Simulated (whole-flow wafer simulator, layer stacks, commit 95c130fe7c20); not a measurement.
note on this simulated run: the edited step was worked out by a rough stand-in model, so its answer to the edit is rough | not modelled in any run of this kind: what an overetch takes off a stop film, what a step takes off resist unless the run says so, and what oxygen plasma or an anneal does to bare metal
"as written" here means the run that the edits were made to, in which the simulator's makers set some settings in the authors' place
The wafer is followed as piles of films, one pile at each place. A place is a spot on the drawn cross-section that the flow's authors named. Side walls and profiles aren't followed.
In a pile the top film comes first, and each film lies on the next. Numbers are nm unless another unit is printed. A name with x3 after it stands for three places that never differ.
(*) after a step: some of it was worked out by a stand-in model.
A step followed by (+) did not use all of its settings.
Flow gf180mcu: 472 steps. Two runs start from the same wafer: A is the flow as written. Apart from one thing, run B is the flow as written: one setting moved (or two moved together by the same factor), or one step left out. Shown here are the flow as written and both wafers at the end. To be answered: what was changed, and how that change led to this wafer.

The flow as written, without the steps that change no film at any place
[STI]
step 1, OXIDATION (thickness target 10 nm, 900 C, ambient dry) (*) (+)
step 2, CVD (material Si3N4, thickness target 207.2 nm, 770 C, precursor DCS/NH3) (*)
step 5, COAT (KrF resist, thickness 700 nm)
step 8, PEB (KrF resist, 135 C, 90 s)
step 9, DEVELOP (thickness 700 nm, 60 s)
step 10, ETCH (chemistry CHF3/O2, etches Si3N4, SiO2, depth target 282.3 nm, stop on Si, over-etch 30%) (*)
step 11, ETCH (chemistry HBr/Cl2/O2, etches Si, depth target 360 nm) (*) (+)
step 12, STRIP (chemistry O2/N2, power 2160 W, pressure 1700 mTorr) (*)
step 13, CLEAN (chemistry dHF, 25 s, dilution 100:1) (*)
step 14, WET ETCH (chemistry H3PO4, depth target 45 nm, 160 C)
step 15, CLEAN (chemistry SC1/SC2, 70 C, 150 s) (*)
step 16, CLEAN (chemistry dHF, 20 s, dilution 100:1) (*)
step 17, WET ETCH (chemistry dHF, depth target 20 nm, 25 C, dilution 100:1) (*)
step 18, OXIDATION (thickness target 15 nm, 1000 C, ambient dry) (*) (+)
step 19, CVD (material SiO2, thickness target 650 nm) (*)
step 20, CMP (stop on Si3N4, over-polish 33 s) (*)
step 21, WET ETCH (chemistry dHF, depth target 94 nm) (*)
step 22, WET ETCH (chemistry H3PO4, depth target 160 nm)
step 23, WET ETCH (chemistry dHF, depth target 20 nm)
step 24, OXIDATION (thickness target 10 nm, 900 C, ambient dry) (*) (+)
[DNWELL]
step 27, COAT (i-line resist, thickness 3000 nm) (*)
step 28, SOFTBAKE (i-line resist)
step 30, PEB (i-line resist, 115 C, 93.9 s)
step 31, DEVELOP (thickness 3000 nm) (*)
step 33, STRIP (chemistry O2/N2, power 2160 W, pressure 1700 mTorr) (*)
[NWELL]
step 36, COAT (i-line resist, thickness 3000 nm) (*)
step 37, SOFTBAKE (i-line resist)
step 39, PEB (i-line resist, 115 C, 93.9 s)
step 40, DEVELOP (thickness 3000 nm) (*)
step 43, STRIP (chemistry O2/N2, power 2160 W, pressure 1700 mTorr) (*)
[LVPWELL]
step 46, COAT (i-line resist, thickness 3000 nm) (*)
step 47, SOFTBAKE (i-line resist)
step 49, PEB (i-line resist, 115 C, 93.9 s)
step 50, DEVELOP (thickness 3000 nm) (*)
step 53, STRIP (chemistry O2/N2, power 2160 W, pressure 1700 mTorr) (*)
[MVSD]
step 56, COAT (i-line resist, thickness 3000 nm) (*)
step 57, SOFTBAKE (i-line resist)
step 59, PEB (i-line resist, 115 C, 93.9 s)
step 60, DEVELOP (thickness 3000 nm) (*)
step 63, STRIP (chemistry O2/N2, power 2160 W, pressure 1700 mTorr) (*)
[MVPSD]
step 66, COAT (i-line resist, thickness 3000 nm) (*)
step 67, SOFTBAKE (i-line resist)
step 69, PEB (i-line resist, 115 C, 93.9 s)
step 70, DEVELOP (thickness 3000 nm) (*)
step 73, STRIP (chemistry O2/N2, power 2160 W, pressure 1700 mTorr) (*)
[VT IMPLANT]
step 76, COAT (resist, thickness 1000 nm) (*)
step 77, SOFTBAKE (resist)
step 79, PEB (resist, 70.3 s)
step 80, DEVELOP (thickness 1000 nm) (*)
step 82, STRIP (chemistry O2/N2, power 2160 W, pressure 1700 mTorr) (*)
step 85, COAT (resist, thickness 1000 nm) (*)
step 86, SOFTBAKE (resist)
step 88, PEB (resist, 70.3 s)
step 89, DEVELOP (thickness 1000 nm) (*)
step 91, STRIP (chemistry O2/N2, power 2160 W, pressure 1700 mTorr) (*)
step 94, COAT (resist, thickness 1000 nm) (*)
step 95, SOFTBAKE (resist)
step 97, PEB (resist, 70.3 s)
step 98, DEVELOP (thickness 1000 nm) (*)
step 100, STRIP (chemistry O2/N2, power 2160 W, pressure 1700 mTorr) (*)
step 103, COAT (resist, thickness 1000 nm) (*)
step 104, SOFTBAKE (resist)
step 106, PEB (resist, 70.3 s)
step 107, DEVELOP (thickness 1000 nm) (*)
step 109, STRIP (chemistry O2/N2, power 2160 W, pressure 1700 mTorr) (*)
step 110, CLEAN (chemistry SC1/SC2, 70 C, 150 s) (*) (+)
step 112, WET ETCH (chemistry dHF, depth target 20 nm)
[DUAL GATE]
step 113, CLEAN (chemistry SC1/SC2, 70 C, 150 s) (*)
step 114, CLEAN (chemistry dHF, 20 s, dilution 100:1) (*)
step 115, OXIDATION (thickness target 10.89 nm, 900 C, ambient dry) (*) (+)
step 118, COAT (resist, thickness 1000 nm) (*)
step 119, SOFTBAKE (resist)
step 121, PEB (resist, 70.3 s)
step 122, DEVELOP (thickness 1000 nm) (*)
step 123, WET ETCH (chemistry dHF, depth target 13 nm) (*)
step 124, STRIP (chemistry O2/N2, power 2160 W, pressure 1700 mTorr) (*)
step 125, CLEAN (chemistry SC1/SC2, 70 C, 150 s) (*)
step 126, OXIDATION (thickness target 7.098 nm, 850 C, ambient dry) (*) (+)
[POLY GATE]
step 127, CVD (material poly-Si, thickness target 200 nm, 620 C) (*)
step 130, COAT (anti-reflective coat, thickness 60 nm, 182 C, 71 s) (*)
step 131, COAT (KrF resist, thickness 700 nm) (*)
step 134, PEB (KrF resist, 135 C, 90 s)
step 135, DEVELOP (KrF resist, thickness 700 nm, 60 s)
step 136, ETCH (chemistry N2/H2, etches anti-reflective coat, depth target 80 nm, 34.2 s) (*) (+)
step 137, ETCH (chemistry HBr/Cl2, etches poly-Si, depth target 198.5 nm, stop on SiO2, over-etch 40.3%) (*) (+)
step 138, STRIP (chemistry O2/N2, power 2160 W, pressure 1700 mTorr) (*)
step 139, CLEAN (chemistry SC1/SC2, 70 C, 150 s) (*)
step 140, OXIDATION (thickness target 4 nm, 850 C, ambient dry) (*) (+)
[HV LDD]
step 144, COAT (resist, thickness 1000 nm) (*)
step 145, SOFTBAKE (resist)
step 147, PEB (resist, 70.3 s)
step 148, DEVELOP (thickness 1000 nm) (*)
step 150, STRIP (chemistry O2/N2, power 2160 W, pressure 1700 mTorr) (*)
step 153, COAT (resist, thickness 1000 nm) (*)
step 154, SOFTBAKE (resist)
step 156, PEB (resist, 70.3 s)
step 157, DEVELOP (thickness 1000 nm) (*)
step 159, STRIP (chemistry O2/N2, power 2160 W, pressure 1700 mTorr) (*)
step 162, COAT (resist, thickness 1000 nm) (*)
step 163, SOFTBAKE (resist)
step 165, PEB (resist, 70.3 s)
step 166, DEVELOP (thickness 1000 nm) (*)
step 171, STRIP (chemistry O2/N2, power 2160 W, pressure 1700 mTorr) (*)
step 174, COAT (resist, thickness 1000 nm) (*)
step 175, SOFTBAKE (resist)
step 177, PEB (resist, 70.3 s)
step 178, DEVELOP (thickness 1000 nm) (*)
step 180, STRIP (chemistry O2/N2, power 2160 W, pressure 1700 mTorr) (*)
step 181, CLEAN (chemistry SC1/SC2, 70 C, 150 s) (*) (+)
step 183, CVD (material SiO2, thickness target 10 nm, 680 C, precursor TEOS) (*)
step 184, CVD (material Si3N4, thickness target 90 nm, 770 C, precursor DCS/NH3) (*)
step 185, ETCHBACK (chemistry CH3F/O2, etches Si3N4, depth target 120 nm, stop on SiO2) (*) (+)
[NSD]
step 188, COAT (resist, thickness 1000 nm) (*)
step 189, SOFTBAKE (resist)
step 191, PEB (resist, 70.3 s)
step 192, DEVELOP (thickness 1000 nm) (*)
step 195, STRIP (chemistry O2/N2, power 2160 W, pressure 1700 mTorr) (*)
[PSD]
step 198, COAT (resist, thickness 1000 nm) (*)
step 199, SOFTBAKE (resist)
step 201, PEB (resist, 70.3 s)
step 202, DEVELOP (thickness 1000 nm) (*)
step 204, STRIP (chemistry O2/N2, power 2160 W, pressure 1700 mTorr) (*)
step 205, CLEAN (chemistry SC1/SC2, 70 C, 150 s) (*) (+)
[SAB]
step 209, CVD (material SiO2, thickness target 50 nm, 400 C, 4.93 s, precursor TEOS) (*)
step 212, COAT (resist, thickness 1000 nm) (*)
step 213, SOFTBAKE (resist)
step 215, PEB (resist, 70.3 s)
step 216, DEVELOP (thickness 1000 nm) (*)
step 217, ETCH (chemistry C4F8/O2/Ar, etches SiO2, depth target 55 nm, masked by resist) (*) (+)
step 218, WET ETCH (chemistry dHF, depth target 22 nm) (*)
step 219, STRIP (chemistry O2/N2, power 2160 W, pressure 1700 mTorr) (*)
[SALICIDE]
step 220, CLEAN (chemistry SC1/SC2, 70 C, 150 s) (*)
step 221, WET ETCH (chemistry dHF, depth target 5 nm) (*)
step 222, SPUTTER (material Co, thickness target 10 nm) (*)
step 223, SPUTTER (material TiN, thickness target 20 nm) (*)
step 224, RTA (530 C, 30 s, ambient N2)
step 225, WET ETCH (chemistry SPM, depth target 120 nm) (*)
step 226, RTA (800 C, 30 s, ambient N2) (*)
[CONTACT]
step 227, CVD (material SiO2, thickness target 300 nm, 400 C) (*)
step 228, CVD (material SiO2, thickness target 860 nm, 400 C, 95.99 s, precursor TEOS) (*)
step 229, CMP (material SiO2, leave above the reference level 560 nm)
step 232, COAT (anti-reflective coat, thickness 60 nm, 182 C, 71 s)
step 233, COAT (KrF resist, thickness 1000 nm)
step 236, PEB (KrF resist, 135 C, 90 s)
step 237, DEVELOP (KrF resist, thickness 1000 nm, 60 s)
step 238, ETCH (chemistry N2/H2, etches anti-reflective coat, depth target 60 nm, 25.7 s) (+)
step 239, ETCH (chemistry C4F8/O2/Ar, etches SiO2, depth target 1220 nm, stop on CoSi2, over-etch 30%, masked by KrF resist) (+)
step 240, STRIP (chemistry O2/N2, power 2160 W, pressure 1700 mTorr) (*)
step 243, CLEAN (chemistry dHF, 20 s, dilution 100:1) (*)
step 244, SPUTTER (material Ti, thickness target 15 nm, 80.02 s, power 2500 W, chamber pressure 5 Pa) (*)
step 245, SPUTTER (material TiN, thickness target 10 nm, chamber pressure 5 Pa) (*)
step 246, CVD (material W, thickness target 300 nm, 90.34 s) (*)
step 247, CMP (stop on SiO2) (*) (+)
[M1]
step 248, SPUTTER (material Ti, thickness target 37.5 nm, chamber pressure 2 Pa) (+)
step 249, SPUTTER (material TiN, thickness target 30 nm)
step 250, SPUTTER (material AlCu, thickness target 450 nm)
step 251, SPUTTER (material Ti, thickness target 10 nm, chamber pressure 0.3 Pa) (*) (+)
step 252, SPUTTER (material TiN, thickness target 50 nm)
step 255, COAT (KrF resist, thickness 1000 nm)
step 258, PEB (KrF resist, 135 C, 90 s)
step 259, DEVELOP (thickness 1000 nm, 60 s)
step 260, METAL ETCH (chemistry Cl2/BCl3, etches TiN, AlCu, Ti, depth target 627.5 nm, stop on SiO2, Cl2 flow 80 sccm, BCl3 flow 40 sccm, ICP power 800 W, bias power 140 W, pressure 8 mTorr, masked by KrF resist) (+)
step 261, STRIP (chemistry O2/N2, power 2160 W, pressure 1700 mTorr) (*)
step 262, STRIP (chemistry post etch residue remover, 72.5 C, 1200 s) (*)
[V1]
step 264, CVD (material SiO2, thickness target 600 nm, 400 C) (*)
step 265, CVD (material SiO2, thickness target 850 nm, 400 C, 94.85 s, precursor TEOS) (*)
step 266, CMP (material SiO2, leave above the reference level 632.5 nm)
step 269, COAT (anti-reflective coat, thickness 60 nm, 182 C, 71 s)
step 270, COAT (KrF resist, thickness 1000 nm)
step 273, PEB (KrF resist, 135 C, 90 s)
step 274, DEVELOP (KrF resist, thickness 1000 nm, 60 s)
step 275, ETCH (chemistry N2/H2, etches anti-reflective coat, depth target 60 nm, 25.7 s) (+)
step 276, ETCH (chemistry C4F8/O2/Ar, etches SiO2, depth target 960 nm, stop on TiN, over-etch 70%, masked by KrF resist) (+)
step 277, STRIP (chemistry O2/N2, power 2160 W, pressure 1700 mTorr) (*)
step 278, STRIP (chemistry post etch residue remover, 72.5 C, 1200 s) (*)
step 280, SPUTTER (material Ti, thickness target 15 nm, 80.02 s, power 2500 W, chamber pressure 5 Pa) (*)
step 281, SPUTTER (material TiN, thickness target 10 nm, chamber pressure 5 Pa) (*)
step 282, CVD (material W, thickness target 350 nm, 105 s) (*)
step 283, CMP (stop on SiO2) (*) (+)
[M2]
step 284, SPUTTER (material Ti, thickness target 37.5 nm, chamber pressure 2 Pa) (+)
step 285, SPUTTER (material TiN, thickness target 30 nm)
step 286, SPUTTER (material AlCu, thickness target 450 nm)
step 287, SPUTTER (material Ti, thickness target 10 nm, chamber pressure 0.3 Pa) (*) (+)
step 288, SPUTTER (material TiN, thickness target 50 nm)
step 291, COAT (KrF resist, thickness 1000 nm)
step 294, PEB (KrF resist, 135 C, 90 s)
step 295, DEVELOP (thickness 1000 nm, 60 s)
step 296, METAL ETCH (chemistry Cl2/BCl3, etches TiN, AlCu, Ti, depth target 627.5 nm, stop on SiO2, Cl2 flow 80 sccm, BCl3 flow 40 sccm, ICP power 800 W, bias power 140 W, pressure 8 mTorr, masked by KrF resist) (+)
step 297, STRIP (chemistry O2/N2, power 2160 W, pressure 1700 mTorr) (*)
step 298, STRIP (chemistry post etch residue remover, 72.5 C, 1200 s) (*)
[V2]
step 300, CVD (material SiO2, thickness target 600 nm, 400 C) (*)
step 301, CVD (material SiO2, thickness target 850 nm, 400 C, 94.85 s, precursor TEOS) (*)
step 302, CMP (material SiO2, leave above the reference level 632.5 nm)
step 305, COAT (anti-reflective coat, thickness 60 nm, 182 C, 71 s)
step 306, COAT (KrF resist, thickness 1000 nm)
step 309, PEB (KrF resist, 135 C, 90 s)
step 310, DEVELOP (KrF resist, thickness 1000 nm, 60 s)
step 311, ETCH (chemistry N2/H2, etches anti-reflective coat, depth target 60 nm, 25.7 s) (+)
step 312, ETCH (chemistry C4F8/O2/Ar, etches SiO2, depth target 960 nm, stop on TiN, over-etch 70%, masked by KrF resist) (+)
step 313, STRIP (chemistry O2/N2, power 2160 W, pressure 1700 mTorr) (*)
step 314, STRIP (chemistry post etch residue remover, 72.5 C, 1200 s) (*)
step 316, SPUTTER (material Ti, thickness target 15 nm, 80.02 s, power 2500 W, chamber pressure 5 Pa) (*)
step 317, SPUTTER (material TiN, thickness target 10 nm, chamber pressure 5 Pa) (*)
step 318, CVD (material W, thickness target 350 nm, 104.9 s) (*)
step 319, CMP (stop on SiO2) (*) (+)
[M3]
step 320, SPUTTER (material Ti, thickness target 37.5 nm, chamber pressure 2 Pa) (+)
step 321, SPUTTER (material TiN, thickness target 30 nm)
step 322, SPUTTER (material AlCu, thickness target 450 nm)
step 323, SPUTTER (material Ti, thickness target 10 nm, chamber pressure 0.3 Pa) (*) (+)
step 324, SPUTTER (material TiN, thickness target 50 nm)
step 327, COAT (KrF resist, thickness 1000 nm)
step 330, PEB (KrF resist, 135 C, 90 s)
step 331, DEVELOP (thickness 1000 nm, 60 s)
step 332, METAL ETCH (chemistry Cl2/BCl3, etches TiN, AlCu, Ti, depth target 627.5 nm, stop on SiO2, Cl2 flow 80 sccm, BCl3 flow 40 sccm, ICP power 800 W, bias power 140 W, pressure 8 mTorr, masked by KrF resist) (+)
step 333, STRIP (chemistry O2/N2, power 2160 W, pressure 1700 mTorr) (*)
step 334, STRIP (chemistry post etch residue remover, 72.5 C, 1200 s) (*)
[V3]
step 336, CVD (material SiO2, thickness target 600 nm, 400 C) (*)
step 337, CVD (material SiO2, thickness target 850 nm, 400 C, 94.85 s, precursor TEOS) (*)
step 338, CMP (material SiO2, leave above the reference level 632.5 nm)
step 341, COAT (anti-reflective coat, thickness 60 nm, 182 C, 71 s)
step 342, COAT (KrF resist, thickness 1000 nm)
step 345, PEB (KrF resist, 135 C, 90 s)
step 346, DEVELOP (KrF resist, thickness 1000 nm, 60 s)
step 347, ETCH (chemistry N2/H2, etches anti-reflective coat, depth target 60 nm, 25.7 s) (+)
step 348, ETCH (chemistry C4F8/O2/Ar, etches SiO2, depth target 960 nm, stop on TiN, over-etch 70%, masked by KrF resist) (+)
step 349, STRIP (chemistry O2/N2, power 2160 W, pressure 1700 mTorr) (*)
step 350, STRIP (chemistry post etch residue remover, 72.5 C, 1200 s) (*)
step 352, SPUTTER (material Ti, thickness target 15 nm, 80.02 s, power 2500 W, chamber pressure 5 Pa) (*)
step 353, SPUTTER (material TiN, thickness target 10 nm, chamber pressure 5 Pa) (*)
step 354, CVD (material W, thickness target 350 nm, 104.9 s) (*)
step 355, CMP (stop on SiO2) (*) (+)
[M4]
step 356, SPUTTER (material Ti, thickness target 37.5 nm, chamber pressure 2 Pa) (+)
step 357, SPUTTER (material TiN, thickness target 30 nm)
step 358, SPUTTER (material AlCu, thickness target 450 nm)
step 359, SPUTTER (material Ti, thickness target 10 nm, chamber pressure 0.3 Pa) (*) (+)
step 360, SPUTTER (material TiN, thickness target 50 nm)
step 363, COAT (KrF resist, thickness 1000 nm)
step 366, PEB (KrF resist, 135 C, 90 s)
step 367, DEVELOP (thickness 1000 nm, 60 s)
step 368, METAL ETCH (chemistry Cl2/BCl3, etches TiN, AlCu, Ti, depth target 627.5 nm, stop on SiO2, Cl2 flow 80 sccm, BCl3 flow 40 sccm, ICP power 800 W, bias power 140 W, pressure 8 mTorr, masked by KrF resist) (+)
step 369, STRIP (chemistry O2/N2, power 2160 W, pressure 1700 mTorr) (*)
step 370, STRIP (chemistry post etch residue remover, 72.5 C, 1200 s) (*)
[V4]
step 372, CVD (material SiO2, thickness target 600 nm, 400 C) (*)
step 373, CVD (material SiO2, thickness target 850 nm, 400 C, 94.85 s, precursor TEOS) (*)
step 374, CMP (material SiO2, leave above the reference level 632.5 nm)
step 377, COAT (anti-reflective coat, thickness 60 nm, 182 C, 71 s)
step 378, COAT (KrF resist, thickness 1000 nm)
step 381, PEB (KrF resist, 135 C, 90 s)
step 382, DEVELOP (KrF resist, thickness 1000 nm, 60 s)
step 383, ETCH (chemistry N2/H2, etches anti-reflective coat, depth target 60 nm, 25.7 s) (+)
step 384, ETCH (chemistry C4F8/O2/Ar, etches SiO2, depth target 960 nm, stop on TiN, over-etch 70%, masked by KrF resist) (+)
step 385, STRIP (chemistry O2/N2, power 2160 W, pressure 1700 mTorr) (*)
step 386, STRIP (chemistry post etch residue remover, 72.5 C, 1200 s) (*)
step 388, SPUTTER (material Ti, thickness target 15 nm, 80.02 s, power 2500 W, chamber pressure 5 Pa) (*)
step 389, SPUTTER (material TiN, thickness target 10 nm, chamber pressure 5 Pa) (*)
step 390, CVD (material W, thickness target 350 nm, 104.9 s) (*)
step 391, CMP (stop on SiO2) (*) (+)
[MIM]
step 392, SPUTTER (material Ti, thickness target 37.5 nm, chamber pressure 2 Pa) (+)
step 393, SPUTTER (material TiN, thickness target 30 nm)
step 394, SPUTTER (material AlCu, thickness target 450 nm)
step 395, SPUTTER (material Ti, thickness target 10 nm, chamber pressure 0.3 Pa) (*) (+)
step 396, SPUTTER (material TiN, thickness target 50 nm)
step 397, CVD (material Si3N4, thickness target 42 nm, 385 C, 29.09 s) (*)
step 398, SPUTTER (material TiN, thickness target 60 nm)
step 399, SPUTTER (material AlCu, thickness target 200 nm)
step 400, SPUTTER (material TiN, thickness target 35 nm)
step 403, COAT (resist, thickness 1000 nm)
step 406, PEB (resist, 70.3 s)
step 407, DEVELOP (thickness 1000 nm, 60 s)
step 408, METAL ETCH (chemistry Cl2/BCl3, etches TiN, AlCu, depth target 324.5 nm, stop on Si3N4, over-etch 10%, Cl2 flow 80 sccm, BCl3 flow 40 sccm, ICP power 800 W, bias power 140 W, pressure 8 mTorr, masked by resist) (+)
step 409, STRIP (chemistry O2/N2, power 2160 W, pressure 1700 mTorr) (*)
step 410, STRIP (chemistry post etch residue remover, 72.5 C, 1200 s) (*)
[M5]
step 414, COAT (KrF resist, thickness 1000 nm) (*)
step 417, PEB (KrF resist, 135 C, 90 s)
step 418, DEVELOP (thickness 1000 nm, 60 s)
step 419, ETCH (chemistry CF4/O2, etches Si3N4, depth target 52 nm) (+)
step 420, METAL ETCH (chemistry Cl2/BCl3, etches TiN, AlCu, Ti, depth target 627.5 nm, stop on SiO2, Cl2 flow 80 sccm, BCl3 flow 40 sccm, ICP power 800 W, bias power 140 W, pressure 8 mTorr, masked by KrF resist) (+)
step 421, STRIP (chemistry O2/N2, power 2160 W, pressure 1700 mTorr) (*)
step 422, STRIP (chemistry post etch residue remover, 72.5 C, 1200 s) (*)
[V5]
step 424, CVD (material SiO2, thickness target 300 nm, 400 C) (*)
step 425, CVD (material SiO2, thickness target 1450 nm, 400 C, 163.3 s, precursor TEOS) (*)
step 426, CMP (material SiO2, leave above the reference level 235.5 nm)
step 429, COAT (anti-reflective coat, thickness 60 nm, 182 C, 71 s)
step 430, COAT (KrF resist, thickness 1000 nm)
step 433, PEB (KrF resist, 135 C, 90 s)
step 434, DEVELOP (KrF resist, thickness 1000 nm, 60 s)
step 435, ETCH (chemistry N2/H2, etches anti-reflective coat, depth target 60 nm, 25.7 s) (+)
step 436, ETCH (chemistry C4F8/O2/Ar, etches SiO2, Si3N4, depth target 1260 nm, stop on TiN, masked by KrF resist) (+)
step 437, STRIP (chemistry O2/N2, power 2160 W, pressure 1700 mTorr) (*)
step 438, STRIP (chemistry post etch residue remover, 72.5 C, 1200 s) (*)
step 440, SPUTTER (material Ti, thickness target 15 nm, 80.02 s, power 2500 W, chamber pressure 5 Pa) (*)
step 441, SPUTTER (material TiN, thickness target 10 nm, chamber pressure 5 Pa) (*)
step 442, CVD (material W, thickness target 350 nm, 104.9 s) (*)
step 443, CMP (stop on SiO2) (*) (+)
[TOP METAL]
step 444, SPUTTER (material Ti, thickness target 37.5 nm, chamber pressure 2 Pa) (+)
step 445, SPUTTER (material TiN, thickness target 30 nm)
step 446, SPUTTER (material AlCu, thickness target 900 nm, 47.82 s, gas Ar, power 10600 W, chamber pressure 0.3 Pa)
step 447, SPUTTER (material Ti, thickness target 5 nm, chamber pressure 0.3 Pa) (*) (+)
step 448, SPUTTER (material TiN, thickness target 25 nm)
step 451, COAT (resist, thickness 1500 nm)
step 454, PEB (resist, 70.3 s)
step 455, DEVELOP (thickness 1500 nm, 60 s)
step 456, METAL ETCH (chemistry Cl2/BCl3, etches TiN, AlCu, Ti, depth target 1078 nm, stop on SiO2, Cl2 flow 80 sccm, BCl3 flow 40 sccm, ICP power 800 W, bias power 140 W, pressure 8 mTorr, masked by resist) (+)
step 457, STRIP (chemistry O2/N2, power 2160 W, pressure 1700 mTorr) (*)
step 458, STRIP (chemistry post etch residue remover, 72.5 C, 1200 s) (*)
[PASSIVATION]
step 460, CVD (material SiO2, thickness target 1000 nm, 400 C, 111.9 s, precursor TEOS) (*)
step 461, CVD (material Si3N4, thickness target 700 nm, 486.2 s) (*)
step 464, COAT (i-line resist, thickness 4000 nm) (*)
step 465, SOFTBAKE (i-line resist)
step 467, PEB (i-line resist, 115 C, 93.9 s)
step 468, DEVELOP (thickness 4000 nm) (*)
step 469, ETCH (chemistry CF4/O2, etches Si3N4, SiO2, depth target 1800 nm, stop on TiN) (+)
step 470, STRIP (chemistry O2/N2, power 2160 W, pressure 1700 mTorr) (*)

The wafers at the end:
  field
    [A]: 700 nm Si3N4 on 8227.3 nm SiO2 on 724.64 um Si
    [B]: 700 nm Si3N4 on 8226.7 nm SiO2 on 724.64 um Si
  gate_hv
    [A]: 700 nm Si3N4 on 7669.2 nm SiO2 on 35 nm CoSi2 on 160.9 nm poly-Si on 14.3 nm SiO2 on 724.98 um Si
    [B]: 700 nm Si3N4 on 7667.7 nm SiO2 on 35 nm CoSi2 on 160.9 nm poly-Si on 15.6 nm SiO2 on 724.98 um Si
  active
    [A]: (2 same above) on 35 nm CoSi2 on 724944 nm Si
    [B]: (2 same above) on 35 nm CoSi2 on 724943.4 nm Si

What caused this: step 115, OXIDATION: thickness target 12.41 nm was run, though the flow has thickness target 10.89 nm.

How this came from the change, step by step:
  step 115, OXIDATION (thickness target 10.89 nm, 900 C, ambient dry) (*) (+)
      active, n_well, p_well and 40 more: A SiO2 gains 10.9 (new film), Si loses 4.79 | B SiO2 gains 12.4 (new film), Si loses 5.46
  step 123, WET ETCH (chemistry dHF, depth target 13 nm) (*)
      active, n_well, p_well and 12 more: A SiO2 loses 10.9 (all of it) | B SiO2 loses 12.4 (all of it)
  step 189, SOFTBAKE (resist)
      field__w9: A resist gains 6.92 | B resist loses 3.07
  step 199, SOFTBAKE (resist)
      field__w9: A resist gains 6.92 | B resist loses 3.07
  step 218, WET ETCH (chemistry dHF, depth target 22 nm) (*)
      ldn_tap, ldn_src, ldn_drn, ldp_tap, ldp_src, ldp_drn, ldp_gr: A SiO2 loses 16 (all of it) | B SiO2 loses 17.3 (all of it)
      ld_drn_n, ld_sd_p: A SiO2 loses 14.8 (all of it) | B SiO2 loses 16.1 (all of it)
      (as well as at 5 more places)
